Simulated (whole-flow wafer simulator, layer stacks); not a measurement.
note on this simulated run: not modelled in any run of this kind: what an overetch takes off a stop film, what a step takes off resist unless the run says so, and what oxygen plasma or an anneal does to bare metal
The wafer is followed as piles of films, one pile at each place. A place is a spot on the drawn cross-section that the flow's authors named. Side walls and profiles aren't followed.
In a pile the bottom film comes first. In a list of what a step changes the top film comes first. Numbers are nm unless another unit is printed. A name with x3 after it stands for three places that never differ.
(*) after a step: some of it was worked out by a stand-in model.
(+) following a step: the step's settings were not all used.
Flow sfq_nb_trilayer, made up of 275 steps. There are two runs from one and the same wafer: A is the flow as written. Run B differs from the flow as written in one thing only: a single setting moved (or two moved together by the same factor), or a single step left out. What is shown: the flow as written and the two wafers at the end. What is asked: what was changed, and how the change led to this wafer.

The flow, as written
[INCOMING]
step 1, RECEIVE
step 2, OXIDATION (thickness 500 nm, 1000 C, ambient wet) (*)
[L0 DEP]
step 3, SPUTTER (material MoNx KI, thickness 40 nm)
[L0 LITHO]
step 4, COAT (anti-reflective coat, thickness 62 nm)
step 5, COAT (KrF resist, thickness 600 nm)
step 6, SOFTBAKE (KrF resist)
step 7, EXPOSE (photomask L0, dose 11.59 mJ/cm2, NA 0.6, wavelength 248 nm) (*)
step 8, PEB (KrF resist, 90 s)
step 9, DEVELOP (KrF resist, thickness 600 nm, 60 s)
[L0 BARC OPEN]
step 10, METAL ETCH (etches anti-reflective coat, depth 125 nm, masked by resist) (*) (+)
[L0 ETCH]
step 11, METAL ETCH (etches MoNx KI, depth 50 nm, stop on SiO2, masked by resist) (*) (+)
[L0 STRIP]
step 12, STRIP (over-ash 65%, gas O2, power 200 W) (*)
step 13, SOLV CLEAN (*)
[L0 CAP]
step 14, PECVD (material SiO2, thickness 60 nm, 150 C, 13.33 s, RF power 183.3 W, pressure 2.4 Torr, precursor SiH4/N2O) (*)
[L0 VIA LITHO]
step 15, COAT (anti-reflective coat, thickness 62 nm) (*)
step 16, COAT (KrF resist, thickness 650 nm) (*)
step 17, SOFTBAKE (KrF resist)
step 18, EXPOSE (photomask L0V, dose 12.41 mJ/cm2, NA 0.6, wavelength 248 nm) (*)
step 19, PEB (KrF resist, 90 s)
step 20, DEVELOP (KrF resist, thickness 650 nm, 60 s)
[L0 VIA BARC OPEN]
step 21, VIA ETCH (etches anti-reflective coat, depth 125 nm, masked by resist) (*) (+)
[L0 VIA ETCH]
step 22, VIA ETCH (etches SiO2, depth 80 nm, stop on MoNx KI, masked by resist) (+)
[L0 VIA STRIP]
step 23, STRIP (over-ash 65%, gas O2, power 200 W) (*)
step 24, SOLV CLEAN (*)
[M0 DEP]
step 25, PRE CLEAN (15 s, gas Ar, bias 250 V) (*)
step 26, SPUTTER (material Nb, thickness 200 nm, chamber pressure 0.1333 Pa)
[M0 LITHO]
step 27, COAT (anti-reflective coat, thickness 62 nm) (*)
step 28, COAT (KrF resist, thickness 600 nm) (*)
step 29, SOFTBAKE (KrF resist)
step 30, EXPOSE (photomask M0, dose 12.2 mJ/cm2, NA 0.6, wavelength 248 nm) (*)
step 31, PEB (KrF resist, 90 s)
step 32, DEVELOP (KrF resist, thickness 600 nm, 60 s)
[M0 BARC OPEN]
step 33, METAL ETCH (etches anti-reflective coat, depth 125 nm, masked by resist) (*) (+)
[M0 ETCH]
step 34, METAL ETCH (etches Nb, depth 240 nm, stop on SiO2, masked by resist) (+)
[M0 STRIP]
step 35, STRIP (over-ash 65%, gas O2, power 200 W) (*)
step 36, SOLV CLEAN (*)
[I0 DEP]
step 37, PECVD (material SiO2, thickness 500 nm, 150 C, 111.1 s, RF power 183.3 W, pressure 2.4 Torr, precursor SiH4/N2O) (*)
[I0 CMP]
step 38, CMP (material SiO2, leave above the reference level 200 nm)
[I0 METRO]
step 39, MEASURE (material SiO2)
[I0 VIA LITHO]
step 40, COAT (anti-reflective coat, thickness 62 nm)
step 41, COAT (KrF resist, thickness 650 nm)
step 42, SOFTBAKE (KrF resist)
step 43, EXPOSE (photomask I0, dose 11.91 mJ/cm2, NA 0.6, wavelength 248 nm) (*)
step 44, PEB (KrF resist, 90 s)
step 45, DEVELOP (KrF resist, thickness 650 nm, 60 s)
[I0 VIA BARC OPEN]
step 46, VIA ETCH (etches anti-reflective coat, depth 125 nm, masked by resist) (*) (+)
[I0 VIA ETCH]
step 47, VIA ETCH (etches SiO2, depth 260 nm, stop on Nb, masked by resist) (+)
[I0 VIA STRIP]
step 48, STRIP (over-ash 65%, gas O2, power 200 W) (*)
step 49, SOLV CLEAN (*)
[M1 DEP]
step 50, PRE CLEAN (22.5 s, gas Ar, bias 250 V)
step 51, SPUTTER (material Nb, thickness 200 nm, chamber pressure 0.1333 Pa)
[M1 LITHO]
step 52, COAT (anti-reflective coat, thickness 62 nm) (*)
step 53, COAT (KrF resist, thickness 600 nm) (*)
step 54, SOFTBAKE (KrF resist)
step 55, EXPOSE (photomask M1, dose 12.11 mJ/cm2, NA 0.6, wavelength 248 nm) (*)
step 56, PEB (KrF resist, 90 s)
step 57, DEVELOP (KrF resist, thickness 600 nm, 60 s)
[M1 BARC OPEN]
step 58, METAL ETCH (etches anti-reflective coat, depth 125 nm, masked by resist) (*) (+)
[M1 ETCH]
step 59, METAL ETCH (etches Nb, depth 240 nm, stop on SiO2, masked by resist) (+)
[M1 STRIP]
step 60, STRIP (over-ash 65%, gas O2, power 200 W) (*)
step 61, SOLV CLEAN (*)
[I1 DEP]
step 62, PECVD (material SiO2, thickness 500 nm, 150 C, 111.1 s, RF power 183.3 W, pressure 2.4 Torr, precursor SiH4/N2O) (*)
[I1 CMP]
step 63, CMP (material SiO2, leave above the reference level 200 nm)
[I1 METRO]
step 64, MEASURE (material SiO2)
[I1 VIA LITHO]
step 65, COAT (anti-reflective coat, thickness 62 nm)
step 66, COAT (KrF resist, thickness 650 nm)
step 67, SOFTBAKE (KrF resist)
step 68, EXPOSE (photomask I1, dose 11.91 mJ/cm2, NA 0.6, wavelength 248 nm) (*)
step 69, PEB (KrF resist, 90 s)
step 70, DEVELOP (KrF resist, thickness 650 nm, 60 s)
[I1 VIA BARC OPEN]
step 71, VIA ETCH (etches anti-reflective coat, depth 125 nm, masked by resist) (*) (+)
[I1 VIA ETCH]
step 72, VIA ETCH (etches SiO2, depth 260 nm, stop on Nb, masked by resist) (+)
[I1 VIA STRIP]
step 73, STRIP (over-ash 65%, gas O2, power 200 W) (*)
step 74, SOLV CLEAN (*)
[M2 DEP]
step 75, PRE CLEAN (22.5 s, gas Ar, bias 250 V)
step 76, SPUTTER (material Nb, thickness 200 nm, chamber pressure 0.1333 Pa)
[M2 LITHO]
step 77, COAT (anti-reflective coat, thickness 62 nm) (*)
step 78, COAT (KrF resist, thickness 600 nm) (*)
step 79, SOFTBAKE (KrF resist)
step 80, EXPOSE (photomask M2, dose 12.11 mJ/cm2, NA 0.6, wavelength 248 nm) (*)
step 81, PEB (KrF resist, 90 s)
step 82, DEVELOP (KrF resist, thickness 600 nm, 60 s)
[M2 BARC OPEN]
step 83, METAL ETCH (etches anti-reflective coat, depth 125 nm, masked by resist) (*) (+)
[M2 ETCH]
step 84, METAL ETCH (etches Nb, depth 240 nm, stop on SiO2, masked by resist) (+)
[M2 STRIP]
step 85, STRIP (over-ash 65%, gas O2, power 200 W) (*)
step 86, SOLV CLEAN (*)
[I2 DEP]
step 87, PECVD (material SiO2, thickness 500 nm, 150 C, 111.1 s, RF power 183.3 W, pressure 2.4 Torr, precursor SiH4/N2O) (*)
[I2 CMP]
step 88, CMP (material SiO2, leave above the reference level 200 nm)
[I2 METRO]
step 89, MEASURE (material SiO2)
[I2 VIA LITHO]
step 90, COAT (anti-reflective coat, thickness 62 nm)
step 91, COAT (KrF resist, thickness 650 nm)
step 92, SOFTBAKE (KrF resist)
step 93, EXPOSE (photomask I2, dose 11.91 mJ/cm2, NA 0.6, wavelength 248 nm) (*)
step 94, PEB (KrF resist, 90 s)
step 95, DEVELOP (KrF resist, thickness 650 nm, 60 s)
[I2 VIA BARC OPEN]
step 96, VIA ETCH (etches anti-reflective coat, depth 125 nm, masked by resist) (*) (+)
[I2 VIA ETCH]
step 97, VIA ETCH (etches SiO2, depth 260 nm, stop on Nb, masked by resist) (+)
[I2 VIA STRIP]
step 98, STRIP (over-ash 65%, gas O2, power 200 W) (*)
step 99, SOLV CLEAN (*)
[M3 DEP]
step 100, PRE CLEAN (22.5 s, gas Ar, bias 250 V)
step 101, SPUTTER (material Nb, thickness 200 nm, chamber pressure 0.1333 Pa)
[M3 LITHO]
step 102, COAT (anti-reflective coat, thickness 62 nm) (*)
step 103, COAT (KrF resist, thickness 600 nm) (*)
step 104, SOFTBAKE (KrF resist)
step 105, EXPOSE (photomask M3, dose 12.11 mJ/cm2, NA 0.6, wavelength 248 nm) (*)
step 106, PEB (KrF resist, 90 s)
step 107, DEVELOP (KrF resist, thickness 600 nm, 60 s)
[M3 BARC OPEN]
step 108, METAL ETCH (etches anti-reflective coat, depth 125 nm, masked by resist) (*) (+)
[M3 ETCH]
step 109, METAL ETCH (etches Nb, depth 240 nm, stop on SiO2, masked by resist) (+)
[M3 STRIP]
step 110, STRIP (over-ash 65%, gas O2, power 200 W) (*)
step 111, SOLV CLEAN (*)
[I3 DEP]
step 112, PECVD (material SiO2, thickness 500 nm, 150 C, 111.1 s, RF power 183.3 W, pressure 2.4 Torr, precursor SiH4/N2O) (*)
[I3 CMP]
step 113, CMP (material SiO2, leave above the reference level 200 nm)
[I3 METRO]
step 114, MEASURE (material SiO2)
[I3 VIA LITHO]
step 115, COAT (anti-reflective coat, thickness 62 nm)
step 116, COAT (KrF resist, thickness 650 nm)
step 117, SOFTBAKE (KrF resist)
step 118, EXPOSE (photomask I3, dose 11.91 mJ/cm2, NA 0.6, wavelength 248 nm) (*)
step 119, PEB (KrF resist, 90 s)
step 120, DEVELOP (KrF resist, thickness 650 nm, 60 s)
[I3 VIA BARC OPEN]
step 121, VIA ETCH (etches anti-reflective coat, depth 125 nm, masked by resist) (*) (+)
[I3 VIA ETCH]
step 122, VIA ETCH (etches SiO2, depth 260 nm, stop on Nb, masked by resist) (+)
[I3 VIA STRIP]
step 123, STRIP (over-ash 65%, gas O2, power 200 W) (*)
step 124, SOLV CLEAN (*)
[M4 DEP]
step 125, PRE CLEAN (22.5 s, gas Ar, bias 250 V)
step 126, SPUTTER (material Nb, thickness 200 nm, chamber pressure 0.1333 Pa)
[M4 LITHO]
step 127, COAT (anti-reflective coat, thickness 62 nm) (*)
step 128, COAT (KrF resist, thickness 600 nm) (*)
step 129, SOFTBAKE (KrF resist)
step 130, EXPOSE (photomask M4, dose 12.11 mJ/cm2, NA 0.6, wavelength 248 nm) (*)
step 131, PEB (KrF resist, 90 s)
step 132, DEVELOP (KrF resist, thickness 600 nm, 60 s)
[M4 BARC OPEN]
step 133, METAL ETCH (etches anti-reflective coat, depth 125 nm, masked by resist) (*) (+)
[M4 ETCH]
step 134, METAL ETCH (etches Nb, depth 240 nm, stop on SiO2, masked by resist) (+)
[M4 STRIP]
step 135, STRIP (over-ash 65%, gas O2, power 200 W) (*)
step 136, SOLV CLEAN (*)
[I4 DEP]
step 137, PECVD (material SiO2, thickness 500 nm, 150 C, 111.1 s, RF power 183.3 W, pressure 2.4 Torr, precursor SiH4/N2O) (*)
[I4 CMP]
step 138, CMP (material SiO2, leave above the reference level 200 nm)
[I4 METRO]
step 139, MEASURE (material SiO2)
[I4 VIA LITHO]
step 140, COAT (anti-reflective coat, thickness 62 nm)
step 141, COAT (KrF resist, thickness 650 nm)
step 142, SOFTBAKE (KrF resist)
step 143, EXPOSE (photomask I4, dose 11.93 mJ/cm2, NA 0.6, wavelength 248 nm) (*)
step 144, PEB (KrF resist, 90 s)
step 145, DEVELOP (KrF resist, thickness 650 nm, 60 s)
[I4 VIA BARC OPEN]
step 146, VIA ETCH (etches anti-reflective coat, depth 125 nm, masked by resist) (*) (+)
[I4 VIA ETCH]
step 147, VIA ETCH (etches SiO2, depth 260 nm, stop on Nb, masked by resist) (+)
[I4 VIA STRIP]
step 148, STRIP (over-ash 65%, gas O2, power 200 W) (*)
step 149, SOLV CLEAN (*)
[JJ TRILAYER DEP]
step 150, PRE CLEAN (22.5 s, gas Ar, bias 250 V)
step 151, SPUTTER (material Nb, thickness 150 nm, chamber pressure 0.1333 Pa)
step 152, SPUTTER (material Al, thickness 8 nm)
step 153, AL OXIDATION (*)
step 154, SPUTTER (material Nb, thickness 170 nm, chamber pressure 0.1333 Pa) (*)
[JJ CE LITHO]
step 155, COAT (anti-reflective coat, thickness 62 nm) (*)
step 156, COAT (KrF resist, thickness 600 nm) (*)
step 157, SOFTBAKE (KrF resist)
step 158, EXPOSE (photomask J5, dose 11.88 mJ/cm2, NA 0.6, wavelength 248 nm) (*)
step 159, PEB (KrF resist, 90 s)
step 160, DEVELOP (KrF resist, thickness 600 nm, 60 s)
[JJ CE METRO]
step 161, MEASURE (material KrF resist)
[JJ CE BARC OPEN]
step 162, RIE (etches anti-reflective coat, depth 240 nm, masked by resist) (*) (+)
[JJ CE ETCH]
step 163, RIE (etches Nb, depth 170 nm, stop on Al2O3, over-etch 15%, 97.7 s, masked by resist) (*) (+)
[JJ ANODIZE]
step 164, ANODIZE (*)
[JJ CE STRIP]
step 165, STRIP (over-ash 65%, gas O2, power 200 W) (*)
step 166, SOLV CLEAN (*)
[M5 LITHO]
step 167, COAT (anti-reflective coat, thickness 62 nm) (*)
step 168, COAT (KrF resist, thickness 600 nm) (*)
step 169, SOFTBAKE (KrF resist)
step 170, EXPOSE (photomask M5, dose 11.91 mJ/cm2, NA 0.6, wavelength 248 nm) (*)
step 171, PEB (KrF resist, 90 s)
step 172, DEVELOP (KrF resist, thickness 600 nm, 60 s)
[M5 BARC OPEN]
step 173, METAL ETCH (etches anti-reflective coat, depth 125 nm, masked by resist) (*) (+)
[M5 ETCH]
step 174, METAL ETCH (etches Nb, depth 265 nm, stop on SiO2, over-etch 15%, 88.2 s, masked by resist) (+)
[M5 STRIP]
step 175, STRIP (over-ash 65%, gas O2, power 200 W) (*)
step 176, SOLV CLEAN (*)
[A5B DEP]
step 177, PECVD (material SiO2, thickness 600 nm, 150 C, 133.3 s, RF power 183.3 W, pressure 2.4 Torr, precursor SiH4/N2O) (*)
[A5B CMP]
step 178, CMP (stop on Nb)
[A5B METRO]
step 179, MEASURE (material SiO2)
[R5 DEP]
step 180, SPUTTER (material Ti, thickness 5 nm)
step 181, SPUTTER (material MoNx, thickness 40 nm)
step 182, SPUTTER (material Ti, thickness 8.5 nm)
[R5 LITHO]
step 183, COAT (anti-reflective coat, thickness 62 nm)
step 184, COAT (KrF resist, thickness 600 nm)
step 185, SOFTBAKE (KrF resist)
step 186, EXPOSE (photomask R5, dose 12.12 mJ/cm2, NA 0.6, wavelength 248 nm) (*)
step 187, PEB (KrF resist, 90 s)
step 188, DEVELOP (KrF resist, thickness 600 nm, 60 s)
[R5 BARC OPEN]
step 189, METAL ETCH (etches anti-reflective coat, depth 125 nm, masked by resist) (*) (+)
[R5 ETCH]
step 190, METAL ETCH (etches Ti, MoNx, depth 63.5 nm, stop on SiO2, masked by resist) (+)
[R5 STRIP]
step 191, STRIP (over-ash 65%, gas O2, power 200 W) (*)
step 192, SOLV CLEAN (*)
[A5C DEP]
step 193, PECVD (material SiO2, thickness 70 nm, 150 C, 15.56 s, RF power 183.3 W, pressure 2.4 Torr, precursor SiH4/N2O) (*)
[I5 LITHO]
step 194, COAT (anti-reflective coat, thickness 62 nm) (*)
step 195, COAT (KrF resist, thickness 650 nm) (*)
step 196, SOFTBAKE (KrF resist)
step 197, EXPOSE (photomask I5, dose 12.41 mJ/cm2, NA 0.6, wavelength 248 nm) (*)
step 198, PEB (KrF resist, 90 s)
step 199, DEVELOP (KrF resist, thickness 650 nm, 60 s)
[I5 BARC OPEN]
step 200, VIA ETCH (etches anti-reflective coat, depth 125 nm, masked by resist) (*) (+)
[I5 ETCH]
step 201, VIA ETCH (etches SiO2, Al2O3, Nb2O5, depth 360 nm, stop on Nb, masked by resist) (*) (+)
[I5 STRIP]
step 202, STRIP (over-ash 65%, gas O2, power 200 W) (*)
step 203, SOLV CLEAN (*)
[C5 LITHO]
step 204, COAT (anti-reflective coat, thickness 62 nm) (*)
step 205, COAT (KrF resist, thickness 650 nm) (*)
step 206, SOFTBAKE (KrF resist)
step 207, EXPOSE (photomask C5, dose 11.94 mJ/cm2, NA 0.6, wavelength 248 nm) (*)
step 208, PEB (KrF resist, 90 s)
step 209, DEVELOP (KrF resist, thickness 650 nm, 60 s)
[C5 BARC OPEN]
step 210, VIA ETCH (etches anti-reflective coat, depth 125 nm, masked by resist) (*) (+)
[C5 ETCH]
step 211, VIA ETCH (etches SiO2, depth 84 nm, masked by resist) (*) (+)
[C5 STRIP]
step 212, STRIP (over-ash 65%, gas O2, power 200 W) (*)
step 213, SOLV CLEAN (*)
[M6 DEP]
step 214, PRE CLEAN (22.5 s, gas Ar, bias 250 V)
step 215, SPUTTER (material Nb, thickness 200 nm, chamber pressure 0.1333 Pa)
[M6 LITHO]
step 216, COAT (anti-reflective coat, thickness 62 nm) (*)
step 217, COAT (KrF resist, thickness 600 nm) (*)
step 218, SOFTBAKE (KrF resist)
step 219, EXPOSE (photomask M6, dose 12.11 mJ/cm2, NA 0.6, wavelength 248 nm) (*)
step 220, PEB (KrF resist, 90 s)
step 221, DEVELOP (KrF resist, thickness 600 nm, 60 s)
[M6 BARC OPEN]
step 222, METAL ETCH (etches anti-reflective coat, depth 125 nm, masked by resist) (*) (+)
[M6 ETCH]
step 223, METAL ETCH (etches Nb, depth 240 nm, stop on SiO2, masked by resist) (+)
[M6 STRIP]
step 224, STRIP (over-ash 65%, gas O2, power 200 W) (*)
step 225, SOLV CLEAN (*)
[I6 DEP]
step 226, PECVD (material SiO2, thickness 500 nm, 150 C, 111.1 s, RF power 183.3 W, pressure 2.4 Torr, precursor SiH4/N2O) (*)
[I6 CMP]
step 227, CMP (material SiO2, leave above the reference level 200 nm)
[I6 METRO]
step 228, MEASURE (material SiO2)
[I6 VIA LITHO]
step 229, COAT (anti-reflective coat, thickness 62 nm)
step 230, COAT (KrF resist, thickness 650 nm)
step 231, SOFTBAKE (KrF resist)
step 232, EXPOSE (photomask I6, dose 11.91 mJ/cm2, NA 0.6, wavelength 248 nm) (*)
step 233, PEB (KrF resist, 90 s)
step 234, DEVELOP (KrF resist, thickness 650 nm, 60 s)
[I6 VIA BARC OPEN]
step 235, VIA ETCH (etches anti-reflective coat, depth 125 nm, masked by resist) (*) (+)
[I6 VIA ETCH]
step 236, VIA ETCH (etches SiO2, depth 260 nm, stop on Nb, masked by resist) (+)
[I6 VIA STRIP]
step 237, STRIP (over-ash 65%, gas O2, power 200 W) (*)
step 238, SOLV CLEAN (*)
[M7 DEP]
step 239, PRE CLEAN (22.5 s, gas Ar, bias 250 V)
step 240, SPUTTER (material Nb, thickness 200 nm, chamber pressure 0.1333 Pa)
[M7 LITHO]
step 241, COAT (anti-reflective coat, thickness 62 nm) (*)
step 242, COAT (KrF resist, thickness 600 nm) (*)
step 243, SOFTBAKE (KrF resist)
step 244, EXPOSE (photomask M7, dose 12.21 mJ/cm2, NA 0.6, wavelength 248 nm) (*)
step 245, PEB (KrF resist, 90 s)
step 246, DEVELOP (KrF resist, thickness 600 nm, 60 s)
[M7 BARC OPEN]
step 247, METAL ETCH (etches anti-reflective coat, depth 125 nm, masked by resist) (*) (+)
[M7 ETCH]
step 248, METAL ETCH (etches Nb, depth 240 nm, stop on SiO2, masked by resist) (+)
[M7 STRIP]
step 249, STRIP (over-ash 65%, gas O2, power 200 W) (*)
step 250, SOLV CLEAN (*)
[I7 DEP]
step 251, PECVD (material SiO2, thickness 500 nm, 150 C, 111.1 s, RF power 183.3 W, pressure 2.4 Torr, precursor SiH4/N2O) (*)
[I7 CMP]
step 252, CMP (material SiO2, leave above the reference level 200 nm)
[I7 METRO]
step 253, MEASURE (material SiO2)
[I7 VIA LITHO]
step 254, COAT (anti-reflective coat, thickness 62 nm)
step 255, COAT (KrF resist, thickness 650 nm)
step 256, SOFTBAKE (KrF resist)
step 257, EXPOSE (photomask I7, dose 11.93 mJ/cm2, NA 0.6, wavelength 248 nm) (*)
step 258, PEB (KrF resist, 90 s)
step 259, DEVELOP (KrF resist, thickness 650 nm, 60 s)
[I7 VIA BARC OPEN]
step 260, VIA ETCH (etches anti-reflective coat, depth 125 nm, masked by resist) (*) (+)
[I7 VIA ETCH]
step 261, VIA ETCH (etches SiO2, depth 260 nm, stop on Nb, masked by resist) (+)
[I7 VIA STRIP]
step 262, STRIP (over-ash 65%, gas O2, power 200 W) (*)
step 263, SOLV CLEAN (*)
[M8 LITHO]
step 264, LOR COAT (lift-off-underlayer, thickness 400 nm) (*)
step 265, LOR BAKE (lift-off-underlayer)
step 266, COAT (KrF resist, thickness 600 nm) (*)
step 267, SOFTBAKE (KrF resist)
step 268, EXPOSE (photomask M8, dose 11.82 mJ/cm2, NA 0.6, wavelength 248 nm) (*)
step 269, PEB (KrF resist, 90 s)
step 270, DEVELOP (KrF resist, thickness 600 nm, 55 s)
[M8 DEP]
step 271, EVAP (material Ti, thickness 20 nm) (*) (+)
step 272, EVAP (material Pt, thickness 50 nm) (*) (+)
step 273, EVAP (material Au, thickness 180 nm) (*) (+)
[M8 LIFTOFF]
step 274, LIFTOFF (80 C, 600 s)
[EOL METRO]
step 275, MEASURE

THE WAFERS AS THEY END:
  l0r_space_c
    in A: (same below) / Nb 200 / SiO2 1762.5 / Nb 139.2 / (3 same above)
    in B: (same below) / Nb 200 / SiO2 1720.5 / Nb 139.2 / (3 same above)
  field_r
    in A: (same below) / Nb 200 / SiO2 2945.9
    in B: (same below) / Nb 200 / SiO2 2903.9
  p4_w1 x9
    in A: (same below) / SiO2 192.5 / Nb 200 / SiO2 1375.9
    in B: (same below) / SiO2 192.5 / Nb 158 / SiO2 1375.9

What caused this: step 126, SPUTTER: thickness 158 nm was run, whereas the flow has thickness 200 nm.
One can read it off the wafer: p4_w1 x9 has Nb 158, and step 126 as written asks for 200 nm.

The path from the change to this, step by step:
  step 126, SPUTTER (material Nb, thickness 200 nm, chamber pressure 0.1333 Pa)
      field_l, v_sur, via_wl and 102 more: A +200 Nb (new film) | B +158 Nb (new film)
      via_v: A +165.5 Nb | B +130.5 Nb
  step 134, METAL ETCH (etches Nb, depth 240 nm, stop on SiO2, masked by resist) (+)
      field_l, be, be_sur and 64 more: A -200 Nb (all of it) | B -158 Nb (all of it)
  step 137, PECVD (material SiO2, thickness 500 nm, 150 C, 111.1 s, RF power 183.3 W, pressure 2.4 Torr, precursor SiH4/N2O) (*)
      p3_s0 x6: A +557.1 SiO2 | B +515.1 SiO2
  step 138, CMP (material SiO2, leave above the reference level 200 nm)
      field_l, be, be_sur and 55 more: A -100 SiO2 | B -142 SiO2
      lsp_r, l0_sur, l0v: A -91.9 SiO2 | B -135.6 SiO2
      (as well as at 1 more place)
